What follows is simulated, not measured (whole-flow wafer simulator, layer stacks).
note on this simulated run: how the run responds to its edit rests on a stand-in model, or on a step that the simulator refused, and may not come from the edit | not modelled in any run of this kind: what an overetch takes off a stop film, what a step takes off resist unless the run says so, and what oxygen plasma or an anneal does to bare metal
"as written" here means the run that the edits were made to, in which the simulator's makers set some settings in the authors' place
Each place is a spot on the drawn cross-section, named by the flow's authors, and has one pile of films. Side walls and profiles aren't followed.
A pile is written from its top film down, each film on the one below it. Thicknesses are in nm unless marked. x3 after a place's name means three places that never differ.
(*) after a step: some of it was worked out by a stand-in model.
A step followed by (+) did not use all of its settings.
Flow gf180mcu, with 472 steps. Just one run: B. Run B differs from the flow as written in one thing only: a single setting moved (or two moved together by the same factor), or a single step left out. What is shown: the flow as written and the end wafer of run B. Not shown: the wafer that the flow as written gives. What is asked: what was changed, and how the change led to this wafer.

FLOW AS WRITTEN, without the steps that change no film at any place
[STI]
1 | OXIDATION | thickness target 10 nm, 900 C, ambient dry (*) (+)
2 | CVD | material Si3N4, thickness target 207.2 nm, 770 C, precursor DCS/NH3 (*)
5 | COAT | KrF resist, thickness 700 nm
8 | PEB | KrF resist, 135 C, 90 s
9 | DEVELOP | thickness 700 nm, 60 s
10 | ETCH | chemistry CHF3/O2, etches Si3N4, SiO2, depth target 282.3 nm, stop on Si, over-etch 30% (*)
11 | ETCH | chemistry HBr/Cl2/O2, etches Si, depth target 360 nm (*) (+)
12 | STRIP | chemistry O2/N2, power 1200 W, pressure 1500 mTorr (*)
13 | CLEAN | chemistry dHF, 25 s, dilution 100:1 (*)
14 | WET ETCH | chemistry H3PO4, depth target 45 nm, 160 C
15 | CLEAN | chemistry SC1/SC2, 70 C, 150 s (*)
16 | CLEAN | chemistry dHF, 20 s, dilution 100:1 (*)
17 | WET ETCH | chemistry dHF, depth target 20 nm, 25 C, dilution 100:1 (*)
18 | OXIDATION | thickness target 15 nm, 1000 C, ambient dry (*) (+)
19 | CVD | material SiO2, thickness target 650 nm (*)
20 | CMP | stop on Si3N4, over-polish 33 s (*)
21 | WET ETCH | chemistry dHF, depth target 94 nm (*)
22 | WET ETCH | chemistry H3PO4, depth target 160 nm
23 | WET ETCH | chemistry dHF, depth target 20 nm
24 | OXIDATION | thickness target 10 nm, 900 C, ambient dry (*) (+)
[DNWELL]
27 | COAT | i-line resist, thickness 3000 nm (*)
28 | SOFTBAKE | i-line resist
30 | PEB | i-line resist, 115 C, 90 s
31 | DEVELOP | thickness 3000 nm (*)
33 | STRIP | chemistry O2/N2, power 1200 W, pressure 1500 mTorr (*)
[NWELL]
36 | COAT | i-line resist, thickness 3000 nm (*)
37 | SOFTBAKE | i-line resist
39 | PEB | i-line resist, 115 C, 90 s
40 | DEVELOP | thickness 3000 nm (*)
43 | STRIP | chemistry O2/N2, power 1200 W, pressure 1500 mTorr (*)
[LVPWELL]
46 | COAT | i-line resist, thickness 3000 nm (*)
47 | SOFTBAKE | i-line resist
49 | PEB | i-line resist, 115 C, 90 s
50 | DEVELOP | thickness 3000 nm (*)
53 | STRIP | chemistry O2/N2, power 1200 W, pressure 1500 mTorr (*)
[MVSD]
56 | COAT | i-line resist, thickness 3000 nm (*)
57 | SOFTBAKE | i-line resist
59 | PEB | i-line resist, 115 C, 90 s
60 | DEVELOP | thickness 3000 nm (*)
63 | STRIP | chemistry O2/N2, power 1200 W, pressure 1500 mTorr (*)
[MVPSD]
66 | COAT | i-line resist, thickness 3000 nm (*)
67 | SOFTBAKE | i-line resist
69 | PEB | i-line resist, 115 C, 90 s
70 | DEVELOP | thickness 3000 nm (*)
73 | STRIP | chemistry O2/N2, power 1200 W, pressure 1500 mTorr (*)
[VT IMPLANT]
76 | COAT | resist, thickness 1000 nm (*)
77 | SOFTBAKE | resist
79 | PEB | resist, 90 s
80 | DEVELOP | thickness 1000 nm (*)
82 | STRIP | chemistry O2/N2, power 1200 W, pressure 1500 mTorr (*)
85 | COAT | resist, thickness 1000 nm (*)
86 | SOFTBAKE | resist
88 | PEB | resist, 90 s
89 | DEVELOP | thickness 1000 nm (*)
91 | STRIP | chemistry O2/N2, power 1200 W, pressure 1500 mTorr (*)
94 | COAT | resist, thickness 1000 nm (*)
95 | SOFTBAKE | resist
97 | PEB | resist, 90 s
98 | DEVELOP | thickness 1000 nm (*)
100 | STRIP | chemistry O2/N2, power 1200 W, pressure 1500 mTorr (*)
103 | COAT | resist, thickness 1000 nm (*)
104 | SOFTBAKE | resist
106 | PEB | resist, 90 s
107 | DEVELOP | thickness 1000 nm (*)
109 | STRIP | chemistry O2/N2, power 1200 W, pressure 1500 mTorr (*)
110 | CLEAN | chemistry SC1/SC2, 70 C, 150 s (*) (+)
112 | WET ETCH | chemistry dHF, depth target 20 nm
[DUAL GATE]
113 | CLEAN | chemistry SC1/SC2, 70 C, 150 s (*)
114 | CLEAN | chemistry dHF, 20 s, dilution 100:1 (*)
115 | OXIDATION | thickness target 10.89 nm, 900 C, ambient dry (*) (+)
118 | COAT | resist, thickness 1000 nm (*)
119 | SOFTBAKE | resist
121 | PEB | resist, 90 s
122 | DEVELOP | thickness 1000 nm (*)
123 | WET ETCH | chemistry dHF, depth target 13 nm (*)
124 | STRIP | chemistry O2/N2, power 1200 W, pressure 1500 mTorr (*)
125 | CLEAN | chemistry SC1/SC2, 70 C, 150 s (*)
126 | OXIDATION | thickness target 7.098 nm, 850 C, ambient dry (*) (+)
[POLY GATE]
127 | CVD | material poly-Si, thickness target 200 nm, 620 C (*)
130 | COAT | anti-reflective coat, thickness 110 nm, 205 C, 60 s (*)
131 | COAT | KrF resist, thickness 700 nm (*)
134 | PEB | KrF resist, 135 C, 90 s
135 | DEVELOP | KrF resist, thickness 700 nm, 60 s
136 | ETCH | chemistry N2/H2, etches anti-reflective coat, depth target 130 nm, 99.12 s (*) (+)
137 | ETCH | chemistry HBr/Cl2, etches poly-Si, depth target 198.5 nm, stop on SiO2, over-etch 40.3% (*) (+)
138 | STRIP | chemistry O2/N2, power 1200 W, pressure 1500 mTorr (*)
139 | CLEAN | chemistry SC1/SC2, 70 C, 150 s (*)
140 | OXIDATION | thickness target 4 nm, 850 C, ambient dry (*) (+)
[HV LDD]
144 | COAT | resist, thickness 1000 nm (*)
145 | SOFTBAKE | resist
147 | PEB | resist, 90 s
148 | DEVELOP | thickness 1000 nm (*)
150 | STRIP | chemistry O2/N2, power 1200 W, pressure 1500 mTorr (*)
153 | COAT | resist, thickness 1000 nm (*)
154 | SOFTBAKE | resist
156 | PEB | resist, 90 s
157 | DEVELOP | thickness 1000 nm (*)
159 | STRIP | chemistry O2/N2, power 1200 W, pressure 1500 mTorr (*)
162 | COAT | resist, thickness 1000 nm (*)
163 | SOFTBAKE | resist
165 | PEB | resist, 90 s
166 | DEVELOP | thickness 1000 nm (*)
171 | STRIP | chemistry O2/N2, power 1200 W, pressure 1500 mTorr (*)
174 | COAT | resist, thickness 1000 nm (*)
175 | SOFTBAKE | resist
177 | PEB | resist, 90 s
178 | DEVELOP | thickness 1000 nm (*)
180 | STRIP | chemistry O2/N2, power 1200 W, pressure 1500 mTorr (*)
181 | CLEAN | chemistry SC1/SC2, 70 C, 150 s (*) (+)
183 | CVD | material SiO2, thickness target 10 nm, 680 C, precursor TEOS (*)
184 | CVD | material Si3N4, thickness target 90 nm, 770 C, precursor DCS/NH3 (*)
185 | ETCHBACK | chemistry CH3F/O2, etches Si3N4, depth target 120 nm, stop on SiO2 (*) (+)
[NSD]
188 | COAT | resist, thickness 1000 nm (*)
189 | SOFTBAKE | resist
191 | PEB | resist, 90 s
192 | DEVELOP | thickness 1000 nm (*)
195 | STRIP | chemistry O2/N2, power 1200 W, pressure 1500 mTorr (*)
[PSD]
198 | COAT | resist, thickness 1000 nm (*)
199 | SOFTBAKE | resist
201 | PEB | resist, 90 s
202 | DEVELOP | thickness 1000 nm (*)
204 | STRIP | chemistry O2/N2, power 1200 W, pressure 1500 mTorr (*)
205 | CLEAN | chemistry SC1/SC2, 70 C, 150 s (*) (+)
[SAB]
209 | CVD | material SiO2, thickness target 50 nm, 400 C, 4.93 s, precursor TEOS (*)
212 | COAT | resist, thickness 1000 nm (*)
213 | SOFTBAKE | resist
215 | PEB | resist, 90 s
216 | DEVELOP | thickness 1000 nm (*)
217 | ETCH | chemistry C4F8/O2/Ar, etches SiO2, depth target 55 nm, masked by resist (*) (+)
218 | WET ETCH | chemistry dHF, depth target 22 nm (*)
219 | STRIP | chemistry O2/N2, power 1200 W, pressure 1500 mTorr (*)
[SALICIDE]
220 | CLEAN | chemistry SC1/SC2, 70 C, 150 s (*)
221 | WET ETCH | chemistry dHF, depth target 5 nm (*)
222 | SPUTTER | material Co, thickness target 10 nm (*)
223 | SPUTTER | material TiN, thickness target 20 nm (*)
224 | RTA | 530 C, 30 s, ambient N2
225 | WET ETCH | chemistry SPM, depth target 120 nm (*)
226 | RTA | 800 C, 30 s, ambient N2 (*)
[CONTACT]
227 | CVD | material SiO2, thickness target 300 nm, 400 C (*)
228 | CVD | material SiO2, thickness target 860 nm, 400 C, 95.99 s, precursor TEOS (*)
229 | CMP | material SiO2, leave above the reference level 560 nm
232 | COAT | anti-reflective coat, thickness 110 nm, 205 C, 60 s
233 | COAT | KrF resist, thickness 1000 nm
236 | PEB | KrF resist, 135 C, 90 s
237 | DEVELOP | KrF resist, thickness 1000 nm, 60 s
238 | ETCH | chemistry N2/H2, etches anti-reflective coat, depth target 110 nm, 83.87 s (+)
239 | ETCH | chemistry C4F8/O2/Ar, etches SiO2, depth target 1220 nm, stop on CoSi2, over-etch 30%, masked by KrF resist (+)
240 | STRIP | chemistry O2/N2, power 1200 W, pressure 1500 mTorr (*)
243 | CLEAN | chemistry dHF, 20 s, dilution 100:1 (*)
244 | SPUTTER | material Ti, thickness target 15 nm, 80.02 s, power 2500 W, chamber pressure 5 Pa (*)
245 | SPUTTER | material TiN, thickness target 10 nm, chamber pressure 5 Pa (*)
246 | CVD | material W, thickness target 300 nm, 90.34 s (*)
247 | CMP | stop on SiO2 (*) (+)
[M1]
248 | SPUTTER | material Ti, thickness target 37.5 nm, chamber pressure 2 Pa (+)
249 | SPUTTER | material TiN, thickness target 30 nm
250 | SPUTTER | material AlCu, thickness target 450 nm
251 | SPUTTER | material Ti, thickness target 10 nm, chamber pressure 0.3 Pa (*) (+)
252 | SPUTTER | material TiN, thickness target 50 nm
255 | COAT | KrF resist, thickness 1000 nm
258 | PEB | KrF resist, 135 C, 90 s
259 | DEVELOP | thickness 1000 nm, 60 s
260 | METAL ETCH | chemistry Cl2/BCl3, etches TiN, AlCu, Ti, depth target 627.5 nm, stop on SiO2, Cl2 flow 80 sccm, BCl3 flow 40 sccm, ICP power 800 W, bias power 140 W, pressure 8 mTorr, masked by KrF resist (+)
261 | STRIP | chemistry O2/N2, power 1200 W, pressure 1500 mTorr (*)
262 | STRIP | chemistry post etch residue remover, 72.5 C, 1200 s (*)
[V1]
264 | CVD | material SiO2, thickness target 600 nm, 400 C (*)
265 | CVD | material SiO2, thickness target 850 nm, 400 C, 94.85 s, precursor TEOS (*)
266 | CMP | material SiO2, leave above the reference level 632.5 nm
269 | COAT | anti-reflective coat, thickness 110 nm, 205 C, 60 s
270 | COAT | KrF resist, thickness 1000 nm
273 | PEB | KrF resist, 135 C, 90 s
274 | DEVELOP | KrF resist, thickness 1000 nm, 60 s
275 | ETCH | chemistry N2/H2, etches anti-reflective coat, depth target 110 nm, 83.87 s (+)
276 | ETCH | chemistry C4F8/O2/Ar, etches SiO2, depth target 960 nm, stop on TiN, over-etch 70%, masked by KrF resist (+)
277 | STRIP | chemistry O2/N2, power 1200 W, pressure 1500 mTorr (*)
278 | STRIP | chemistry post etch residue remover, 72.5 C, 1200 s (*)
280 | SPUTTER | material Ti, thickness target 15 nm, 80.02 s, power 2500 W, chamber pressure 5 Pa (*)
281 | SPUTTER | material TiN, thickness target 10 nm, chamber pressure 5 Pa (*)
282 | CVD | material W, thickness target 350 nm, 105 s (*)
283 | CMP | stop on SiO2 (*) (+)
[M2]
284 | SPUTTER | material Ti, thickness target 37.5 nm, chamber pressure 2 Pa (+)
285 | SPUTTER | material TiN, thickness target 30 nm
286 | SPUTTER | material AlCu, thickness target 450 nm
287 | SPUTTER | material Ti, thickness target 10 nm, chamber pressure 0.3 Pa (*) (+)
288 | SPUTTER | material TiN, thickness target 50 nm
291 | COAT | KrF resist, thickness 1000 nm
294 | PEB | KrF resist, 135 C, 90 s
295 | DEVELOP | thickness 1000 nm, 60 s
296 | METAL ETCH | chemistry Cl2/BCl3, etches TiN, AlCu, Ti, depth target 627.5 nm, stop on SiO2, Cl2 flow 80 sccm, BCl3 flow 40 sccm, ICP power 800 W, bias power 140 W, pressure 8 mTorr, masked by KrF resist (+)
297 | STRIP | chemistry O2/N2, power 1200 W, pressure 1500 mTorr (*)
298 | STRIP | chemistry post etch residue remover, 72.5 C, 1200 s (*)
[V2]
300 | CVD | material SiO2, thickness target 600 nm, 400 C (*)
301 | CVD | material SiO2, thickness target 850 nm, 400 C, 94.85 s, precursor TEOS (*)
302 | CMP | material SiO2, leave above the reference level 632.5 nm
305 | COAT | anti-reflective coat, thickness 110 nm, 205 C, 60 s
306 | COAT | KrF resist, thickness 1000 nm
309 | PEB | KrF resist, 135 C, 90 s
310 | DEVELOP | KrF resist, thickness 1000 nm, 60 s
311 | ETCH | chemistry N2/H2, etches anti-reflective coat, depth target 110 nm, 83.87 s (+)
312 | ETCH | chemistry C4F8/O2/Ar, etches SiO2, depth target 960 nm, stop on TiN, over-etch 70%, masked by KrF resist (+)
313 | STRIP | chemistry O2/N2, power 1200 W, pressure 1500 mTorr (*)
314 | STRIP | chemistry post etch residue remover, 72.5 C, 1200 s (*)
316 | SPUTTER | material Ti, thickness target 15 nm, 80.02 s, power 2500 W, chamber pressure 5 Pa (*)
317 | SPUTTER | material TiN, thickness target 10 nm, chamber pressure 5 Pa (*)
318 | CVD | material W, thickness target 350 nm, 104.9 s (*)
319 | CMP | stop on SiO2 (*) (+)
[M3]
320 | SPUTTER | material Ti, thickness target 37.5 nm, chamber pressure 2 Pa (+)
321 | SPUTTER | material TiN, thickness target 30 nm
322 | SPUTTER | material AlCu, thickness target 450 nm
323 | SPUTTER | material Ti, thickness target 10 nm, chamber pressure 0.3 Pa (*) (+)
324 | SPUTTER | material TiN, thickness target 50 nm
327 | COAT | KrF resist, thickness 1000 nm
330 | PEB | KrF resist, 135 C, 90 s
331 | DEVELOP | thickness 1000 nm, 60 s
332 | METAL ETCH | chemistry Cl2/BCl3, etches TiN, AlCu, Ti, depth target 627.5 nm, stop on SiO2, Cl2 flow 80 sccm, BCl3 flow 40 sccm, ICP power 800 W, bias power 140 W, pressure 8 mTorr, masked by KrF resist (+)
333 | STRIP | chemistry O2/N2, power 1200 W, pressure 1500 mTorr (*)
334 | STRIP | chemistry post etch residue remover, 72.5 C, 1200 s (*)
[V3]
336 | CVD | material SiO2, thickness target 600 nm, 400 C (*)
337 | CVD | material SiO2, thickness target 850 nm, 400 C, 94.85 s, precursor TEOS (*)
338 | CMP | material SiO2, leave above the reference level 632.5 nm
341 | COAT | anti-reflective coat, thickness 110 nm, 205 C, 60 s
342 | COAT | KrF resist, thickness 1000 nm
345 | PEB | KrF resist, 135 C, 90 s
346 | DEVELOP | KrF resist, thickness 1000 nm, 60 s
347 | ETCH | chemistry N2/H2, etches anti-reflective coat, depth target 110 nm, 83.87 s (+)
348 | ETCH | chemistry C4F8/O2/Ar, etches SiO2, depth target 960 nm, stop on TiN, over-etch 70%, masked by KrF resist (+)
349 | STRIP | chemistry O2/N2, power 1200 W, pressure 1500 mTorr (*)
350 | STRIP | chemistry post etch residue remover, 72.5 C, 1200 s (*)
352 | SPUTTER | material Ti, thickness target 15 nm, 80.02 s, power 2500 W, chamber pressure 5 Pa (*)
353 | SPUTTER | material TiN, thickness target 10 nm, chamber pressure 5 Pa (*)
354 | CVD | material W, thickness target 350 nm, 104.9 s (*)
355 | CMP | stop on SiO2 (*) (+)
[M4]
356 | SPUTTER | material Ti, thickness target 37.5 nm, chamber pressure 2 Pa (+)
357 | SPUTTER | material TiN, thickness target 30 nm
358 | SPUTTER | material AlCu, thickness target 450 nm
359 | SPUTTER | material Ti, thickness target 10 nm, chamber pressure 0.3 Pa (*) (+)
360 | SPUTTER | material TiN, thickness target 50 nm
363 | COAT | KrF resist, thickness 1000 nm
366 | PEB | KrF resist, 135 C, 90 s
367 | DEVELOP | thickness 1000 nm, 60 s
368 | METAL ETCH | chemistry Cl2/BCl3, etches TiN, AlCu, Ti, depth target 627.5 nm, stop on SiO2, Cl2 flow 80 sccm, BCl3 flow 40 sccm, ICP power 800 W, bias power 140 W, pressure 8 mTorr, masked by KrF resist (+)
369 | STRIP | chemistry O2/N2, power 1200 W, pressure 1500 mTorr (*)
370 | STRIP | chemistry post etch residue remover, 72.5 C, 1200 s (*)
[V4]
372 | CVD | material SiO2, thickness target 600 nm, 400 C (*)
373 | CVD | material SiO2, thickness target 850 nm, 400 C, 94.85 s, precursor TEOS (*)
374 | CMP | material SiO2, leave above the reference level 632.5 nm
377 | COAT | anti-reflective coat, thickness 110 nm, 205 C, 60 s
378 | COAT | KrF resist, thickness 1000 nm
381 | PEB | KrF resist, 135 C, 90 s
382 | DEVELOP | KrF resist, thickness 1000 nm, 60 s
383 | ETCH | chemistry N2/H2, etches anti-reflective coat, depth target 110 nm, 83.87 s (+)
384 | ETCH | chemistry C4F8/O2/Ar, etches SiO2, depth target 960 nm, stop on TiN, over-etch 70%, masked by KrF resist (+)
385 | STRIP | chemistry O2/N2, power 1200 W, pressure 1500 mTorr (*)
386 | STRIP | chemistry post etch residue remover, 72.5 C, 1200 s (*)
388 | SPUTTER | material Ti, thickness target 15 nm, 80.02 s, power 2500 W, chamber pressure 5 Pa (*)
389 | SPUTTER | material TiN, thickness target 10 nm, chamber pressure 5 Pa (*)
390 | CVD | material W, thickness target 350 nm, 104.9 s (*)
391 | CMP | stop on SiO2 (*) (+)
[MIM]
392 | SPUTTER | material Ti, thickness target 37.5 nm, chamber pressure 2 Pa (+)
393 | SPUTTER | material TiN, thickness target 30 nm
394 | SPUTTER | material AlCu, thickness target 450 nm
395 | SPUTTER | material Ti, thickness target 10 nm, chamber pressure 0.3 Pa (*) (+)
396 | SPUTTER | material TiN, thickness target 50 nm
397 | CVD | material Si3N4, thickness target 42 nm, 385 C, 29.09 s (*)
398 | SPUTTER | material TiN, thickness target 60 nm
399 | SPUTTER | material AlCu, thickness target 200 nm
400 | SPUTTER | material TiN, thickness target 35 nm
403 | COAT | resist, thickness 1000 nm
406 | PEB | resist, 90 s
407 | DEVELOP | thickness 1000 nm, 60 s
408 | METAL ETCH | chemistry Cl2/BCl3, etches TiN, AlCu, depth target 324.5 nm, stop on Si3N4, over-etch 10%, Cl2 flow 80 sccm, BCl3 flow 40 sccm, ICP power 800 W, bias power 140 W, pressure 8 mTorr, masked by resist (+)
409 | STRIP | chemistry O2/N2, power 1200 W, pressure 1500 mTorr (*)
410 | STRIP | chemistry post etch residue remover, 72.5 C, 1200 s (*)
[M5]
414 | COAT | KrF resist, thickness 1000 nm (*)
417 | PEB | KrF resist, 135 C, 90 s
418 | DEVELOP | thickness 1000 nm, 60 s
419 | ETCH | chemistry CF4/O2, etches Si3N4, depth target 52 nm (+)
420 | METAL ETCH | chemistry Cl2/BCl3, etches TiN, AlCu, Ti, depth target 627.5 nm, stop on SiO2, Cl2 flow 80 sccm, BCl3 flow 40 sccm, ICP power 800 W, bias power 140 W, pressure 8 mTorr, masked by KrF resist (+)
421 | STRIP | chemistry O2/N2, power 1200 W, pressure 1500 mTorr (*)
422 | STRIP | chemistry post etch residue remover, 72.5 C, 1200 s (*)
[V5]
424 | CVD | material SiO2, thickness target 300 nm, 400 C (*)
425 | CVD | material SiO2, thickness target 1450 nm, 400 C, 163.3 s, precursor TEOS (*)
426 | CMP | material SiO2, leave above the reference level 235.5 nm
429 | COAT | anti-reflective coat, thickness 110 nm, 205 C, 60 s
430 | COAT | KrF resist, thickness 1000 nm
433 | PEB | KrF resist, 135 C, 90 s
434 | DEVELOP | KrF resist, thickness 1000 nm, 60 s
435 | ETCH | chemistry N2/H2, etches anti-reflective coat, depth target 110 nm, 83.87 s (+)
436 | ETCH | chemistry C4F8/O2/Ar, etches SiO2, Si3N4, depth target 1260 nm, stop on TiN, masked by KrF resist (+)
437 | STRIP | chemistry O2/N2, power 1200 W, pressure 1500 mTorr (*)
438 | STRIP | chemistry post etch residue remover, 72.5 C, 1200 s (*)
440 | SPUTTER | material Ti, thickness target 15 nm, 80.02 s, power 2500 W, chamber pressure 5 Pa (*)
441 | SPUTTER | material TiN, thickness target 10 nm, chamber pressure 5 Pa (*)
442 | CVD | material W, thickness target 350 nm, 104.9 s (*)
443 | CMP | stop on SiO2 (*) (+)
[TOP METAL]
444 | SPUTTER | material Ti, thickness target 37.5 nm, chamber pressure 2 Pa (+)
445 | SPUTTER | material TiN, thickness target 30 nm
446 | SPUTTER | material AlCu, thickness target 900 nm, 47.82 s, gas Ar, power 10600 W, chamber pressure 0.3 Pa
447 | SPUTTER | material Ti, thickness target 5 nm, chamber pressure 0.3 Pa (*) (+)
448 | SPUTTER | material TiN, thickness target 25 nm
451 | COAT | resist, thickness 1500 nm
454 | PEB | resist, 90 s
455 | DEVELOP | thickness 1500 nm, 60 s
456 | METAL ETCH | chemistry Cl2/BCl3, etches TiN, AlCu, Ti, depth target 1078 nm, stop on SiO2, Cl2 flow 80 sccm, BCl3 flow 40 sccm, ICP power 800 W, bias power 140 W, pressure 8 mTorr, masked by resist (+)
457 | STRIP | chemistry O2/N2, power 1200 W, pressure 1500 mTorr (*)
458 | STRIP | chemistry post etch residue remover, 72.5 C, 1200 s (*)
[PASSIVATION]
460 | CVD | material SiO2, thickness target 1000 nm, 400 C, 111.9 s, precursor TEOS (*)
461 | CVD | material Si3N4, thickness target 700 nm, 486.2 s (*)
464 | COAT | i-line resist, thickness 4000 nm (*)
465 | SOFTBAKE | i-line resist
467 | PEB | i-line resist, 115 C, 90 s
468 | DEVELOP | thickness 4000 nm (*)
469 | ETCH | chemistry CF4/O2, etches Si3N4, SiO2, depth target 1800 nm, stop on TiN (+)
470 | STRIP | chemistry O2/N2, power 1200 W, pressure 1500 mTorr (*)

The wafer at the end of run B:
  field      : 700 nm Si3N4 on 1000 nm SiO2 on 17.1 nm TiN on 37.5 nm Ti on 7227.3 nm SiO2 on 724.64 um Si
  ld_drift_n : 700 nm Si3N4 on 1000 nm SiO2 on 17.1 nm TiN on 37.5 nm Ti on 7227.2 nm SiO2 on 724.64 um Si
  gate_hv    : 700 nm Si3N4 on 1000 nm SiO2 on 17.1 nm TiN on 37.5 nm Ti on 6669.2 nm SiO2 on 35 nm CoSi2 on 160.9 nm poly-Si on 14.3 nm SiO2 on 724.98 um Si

What caused this: step 446, SPUTTER: thickness target 1035 nm was run, while the flow as written has thickness target 900 nm.

How this came from the change, step by step:
  446 | SPUTTER | material AlCu, thickness target 900 nm, 47.82 s, gas Ar, power 10600 W, chamber pressure 0.3 Pa
      field, field__w1, field__w2 and 109 more: AlCu gains 1035 (new film) (as written it would have been: AlCu gains 900 (new film))
  456 | METAL ETCH | chemistry Cl2/BCl3, etches TiN, AlCu, Ti, depth target 1078 nm, stop on SiO2, Cl2 flow 80 sccm, BCl3 flow 40 sccm, ICP power 800 W, bias power 140 W, pressure 8 mTorr, masked by resist (+)
      field, field__w1, field__w2 and 103 more: TiN loses 25 (all of it), Ti loses 5 (all of it), AlCu loses 1035 (all of it), TiN loses 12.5 (as written it would have been: TiN loses 25 (all of it), Ti loses 5 (all of it), AlCu loses 900 (all of it), TiN loses 30 (all of it), Ti loses 37.5 (all of it))
  460 | CVD | material SiO2, thickness target 1000 nm, 400 C, 111.9 s, precursor TEOS (*)
      field, field__w1, field__w2 and 103 more: SiO2 gains 1000 (new film) (as written it would have been: SiO2 gains 1000)
  464 | COAT | i-line resist, thickness 4000 nm (*)
      field__w8: i-line resist gains 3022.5 (new film) (as written it would have been: i-line resist gains 3093.1 (new film))
      contact: i-line resist gains 3063.6 (new film) (as written it would have been: i-line resist gains 3153.6 (new film))
      (and at 4 other places as well)
  465 | SOFTBAKE | i-line resist
      field__w11, field__w13: i-line resist gains 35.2 (as written it would have been: i-line resist gains 37.9)
      sd_p_hv, nw_enc_fld__w1: i-line resist gains 33.2 (as written it would have been: i-line resist gains 36.6)
      (and at 58 other places as well)
  467 | PEB | i-line resist, 115 C, 90 s
      field__w8, m1__w1: i-line resist loses 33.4 (as written it would have been: i-line resist loses 34.7)
      contact, m1: i-line resist loses 33.7 (as written it would have been: i-line resist loses 35.1)
      (and at 2 other places as well)
  468 | DEVELOP | thickness 4000 nm (*)
      pad: i-line resist loses 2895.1 (all of it) (as written it would have been: i-line resist loses 2974.8 (all of it))
  470 | STRIP | chemistry O2/N2, power 1200 W, pressure 1500 mTorr (*)
      field__w8, m1__w1: i-line resist loses 1710.2 (all of it) (as written it would have been: i-line resist loses 1787.7 (all of it))
      contact: i-line resist loses 1727 (all of it) (as written it would have been: i-line resist loses 1811.2 (all of it))
      (and at 2 other places as well)
With metal films that touch counted as one body, field has 1 body; the flow as written gives 0 bodies.
With metal films that touch counted as one body, ld_drift_n has 1 body; the flow as written gives 0 bodies.
With metal films that touch counted as one body, gate_hv has 2 bodies (between them, from the top down: SiO2 6669.2); the flow as written gives 1 body.
